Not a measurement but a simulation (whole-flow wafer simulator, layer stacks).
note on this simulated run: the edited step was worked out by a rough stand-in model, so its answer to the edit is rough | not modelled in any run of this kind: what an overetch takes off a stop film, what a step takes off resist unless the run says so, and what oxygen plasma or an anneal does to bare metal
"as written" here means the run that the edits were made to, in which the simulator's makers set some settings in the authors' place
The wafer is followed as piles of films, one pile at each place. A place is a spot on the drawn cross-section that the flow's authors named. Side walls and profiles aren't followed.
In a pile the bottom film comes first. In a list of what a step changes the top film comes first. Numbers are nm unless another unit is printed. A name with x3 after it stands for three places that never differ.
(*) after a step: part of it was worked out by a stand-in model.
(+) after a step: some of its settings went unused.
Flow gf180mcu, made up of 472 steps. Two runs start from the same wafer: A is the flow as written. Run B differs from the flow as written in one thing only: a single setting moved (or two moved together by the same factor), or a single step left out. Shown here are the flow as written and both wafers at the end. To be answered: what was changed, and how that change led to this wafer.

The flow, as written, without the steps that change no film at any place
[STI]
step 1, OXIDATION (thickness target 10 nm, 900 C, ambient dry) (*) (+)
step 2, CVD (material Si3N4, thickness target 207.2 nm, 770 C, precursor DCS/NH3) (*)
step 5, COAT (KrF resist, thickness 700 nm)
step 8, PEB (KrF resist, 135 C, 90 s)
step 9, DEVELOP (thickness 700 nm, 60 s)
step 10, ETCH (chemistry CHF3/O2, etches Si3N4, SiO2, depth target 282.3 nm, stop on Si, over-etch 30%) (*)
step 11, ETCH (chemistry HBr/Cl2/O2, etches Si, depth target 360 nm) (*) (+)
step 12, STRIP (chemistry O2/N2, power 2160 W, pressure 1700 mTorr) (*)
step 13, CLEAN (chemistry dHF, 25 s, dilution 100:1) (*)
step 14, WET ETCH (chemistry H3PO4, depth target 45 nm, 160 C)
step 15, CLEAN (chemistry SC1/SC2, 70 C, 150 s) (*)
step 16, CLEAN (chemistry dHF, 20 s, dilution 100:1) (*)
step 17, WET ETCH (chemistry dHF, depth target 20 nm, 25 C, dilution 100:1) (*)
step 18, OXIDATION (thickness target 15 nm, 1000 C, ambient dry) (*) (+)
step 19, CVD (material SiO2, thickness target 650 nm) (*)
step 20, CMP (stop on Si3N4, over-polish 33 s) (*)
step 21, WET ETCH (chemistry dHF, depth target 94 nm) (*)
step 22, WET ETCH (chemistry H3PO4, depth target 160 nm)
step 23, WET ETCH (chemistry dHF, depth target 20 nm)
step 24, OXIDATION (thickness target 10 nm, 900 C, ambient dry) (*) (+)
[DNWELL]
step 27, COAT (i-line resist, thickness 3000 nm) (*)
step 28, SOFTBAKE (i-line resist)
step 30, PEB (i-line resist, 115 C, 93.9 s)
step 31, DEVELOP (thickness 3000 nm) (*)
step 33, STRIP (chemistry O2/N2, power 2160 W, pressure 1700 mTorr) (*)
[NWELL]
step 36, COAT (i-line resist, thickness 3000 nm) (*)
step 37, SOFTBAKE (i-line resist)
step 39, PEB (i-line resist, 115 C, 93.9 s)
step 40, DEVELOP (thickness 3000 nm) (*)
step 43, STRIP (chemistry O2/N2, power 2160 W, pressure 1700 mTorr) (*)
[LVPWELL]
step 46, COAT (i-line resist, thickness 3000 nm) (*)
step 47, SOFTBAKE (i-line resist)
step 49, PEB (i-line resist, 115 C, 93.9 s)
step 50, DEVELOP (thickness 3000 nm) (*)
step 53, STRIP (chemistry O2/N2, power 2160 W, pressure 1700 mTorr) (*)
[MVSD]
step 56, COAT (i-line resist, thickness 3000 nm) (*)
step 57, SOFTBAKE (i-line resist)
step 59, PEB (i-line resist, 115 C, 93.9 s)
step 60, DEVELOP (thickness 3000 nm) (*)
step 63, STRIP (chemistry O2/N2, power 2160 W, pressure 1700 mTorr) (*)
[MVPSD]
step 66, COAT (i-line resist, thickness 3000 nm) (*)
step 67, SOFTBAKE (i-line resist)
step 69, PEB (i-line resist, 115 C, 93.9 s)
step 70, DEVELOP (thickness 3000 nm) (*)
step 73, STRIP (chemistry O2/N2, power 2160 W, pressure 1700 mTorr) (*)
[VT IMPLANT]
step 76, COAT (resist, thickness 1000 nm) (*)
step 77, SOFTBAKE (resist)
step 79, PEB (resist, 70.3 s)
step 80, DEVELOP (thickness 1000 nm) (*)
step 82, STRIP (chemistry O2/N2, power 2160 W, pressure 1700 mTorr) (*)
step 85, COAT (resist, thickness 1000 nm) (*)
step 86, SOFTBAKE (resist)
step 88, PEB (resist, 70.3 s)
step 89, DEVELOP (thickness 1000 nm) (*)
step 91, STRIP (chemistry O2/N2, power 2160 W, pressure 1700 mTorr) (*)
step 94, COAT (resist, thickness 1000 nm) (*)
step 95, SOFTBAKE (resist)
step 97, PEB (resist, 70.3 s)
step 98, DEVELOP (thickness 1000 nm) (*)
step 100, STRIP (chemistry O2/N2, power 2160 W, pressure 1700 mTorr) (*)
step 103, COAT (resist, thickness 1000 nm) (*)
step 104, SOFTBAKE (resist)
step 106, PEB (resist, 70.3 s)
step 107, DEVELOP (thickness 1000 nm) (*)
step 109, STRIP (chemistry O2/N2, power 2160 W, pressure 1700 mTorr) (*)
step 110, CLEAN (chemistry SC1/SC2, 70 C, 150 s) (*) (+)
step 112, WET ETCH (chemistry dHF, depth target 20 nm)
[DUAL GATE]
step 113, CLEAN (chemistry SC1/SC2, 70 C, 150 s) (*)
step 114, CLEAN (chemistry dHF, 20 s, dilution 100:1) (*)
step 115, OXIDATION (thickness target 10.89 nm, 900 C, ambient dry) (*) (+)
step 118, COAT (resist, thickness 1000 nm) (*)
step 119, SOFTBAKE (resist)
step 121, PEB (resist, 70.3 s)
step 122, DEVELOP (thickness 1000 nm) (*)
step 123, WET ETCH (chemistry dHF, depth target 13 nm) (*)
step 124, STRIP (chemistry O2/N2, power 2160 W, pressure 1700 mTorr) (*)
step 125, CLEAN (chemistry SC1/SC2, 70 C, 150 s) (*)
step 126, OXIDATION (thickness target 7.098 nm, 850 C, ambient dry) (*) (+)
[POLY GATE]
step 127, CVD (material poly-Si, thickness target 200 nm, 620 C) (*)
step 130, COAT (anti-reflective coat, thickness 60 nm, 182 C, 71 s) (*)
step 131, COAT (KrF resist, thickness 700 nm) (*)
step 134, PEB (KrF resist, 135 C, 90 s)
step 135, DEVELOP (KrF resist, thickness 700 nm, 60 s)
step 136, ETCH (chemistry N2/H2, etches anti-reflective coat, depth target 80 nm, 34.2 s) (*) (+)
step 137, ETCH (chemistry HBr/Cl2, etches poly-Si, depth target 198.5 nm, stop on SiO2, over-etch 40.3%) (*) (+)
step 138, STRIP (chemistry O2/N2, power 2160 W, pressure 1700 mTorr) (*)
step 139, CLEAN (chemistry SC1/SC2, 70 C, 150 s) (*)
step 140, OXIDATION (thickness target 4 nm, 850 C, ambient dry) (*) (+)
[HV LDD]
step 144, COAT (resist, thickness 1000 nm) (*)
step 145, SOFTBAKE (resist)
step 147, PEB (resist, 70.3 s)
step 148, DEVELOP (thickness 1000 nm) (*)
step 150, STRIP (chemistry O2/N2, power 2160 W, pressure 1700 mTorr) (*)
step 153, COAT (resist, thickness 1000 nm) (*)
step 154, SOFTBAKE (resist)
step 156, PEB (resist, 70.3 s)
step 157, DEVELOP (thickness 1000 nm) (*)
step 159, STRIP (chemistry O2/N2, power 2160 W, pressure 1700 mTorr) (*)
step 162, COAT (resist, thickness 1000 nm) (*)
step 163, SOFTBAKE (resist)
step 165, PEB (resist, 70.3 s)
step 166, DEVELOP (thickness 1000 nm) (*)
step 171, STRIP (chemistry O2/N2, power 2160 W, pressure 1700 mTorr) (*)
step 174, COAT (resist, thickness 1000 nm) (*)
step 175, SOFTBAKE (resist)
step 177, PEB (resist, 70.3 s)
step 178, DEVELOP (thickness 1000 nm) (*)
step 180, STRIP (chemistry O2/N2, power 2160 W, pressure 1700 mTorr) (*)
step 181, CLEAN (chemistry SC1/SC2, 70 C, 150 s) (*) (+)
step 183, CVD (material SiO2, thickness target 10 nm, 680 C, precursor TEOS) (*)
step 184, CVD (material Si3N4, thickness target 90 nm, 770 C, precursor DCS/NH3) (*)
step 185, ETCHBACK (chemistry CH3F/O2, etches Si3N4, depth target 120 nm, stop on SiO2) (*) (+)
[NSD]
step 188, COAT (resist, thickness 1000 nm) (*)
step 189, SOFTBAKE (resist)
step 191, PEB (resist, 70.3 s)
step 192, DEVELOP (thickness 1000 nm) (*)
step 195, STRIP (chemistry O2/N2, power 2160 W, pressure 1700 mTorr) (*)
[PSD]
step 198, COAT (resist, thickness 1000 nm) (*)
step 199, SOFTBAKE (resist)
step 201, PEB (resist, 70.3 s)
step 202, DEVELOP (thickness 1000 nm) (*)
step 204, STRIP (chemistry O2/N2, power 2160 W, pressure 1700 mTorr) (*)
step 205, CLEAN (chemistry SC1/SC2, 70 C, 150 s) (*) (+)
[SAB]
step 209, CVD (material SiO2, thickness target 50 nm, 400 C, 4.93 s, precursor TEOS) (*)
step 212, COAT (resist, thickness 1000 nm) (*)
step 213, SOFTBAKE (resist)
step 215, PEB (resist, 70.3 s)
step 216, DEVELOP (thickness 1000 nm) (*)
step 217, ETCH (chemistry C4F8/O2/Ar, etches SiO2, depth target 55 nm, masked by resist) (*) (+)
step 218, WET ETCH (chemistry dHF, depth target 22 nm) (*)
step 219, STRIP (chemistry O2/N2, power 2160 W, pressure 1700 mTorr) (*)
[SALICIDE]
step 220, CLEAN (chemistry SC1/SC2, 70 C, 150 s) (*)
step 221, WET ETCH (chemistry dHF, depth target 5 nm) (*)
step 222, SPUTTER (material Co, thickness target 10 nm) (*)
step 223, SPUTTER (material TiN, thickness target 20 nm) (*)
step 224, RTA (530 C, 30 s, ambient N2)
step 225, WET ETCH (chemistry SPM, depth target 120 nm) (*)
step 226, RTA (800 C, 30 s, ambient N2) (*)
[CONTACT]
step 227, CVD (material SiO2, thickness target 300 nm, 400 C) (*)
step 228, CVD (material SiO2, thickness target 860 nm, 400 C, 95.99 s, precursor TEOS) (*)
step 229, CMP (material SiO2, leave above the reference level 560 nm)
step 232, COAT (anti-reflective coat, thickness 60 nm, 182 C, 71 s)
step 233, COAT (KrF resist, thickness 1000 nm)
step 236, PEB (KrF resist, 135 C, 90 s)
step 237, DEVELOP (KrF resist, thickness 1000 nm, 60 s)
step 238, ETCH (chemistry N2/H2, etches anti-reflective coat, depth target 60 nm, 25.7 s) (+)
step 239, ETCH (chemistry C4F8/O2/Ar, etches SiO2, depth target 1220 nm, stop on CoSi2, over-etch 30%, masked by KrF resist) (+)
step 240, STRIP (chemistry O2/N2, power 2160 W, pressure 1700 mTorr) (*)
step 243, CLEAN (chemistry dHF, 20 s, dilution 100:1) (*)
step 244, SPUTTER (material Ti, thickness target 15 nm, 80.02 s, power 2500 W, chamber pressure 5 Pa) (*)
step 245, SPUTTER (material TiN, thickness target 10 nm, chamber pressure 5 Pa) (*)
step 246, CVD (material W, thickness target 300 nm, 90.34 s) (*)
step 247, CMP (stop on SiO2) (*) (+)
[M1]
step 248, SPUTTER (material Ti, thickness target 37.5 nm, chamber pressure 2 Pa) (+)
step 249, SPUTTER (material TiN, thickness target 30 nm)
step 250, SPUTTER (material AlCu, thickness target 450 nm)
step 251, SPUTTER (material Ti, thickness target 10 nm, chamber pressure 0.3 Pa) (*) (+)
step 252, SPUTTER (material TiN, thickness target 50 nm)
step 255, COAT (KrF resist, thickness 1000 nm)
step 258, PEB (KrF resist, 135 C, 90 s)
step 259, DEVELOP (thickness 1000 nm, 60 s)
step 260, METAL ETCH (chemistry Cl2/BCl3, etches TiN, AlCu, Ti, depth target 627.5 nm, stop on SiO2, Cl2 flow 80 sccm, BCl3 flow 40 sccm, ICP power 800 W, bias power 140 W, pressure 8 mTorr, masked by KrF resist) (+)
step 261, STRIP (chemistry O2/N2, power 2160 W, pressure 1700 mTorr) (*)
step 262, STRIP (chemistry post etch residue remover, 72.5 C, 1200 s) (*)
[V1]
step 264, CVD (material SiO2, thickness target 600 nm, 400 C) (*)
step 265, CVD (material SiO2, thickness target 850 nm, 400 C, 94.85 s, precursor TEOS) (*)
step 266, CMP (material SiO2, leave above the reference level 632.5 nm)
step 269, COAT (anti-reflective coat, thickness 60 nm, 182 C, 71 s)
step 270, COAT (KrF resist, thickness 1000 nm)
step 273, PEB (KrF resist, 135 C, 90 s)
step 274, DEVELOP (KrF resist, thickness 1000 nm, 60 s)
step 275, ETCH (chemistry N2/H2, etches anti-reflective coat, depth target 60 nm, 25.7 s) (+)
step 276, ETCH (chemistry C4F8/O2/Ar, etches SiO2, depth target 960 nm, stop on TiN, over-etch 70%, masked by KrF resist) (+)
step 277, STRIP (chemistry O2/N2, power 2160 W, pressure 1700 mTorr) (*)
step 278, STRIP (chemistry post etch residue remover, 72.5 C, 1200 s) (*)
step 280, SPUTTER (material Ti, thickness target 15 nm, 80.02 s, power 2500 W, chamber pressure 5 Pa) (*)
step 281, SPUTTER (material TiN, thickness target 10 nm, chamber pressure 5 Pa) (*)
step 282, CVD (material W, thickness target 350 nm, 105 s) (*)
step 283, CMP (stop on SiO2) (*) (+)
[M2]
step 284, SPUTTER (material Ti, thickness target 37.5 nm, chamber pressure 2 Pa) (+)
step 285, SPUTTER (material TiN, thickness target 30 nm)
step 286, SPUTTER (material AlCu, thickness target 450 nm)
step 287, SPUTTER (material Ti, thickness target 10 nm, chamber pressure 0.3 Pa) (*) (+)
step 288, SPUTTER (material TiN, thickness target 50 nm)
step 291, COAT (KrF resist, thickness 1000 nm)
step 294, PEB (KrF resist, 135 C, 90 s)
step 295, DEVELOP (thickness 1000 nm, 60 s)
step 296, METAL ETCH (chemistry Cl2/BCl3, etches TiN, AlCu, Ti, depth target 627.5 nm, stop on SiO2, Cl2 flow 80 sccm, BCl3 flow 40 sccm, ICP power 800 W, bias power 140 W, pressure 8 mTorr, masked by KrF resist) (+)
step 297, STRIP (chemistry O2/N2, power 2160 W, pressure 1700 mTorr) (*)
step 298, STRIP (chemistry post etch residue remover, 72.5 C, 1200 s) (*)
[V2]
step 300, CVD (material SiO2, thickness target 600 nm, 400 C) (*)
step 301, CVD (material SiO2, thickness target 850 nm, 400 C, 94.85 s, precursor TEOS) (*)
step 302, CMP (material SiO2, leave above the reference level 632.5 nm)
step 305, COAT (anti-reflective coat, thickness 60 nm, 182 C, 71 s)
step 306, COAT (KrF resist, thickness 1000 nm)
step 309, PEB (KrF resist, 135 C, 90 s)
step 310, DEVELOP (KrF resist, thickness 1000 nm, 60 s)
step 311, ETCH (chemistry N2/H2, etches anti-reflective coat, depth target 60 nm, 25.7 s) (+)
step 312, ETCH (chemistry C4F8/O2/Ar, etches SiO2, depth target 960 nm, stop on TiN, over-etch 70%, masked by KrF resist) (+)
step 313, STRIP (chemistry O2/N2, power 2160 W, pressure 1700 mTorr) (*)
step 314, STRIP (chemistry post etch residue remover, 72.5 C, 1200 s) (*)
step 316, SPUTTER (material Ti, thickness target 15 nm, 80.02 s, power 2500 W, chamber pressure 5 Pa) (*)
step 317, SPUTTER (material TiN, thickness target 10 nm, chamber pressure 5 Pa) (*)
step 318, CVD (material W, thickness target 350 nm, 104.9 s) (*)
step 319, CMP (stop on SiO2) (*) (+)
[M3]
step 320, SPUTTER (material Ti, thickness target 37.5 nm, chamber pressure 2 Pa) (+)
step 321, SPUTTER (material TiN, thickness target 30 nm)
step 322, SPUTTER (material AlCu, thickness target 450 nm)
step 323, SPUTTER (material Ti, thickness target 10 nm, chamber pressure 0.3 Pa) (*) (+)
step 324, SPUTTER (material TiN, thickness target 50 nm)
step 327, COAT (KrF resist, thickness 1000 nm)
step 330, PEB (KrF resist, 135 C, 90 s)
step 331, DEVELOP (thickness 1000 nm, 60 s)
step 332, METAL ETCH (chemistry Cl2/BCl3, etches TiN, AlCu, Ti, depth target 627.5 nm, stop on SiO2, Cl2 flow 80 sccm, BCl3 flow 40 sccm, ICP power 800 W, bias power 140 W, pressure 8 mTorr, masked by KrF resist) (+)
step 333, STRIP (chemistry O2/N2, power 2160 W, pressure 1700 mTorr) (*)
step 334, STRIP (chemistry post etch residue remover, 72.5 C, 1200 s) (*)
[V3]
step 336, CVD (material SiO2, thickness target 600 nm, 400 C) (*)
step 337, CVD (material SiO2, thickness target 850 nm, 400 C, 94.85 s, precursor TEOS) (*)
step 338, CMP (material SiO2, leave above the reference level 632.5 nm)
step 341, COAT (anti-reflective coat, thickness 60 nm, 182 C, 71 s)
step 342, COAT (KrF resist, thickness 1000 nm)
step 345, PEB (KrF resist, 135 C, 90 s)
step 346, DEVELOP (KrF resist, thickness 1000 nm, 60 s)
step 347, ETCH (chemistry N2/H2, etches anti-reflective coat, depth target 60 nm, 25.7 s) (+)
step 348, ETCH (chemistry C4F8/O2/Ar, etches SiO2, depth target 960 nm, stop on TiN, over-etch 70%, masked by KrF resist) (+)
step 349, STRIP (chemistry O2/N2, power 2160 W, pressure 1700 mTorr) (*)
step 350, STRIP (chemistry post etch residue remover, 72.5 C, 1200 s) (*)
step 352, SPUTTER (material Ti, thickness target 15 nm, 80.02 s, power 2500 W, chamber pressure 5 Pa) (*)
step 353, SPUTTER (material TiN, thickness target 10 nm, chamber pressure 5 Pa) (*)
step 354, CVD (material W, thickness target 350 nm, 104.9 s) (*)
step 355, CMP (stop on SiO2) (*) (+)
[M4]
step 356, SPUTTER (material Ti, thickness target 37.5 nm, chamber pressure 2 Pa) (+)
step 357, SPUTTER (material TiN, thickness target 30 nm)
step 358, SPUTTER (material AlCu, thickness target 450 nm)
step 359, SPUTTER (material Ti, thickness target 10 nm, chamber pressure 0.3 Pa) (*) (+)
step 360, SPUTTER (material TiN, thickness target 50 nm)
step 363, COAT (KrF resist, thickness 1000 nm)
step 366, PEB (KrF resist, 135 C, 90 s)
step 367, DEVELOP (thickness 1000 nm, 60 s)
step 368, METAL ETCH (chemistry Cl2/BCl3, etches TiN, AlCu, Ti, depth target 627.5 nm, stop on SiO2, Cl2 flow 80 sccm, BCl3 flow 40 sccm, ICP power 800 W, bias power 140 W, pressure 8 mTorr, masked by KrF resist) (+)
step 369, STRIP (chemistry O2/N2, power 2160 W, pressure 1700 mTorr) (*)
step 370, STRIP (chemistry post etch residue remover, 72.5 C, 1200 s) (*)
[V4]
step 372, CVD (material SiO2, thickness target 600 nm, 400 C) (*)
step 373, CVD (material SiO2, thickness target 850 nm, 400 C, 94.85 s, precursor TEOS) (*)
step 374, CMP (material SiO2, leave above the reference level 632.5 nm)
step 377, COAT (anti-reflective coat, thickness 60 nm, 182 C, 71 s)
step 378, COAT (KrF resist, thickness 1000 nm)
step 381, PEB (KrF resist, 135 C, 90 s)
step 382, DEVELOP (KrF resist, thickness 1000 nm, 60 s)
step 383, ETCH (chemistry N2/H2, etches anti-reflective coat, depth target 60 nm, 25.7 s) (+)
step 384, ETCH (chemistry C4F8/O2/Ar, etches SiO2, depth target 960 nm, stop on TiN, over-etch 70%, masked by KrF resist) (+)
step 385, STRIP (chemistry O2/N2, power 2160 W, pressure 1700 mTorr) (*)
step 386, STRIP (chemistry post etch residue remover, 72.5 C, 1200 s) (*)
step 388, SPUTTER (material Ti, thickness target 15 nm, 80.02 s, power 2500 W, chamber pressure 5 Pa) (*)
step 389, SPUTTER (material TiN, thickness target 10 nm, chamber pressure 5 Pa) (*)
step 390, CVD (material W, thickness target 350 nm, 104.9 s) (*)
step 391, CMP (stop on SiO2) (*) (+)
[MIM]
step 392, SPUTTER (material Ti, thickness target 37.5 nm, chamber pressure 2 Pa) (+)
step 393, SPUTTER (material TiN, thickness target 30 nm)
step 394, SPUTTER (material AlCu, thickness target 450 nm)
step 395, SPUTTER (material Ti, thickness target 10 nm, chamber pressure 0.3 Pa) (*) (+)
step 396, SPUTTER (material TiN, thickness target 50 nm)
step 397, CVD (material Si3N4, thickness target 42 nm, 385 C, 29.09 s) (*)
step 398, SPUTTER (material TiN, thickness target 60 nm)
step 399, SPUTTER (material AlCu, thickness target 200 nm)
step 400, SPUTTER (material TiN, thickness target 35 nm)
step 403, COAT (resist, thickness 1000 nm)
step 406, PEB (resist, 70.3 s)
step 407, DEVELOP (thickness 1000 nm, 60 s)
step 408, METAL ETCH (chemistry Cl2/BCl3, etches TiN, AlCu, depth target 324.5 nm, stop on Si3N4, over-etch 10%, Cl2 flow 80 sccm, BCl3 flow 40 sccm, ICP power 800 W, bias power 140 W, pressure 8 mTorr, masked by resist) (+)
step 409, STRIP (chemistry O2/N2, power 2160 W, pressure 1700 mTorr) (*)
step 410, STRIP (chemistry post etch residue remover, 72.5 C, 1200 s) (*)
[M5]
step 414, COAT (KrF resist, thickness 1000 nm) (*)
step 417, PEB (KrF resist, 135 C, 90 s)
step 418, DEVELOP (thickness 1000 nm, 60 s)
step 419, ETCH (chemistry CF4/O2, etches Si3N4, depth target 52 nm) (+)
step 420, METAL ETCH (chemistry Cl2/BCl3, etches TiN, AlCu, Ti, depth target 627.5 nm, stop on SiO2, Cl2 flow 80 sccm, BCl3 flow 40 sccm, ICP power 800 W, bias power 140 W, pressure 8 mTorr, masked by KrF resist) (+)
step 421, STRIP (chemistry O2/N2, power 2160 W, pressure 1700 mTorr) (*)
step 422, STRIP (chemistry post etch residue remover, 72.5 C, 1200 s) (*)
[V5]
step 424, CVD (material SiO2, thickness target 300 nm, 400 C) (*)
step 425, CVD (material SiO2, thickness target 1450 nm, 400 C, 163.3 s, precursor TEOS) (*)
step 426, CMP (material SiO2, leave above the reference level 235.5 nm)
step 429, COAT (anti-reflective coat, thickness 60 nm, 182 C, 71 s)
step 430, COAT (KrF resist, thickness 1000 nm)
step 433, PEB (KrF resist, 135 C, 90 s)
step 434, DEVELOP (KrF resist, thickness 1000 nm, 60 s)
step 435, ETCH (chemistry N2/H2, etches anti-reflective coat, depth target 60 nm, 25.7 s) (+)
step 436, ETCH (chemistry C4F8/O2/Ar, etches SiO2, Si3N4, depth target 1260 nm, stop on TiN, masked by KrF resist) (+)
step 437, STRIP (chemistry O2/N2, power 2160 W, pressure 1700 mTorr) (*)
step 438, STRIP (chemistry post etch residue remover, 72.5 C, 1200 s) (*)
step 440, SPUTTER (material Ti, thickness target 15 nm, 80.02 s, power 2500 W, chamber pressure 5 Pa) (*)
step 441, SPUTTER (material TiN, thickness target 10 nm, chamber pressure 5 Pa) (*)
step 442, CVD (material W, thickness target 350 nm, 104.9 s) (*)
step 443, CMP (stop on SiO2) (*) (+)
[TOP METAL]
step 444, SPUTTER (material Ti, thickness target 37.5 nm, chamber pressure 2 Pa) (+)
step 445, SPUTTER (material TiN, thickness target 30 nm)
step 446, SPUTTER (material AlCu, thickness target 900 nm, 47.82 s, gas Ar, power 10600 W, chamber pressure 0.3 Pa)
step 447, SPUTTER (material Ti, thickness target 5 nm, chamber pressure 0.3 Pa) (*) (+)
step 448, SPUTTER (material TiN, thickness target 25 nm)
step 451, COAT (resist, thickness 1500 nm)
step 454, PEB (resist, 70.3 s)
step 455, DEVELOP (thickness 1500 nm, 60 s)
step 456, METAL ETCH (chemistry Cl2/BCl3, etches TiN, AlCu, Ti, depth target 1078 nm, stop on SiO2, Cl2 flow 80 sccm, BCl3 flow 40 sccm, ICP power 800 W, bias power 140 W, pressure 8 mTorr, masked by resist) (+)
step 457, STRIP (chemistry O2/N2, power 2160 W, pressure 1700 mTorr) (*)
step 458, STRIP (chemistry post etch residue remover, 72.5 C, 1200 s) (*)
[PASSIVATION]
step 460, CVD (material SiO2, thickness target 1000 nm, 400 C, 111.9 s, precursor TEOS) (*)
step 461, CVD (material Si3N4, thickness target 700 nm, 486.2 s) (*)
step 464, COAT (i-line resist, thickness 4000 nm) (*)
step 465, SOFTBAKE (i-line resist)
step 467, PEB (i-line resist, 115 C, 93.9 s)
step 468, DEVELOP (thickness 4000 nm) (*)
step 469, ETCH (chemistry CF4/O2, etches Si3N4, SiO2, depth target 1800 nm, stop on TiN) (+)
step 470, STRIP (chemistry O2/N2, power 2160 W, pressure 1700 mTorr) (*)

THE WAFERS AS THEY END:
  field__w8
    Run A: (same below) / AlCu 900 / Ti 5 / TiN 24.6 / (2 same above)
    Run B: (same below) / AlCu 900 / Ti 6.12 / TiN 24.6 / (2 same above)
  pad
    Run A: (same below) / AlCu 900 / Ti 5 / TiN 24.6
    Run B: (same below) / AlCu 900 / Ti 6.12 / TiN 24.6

The reason: step 447, SPUTTER: thickness target 6.12 nm was run, while the flow as written has thickness target 5 nm.
One can read it off the wafer: field__w8 has Ti 6.12, and step 447 as written asks for 5 nm.

How this came from the change, step by step:
  step 447, SPUTTER (material Ti, thickness target 5 nm, chamber pressure 0.3 Pa) (*) (+)
      field, field__w1, field__w2 and 109 more: A +5 Ti (new film) | B +6.12 Ti (new film)
  step 456, METAL ETCH (chemistry Cl2/BCl3, etches TiN, AlCu, Ti, depth target 1078 nm, stop on SiO2, Cl2 flow 80 sccm, BCl3 flow 40 sccm, ICP power 800 W, bias power 140 W, pressure 8 mTorr, masked by resist) (+)
      field, field__w1, field__w2 and 103 more: A -25 TiN (all of it), -5 Ti (all of it), -900 AlCu (all of it), -30 TiN (all of it), -37.5 Ti (all of it) | B -25 TiN (all of it), -6.12 Ti (all of it), -900 AlCu (all of it), -30 TiN (all of it), -37.5 Ti (all of it)
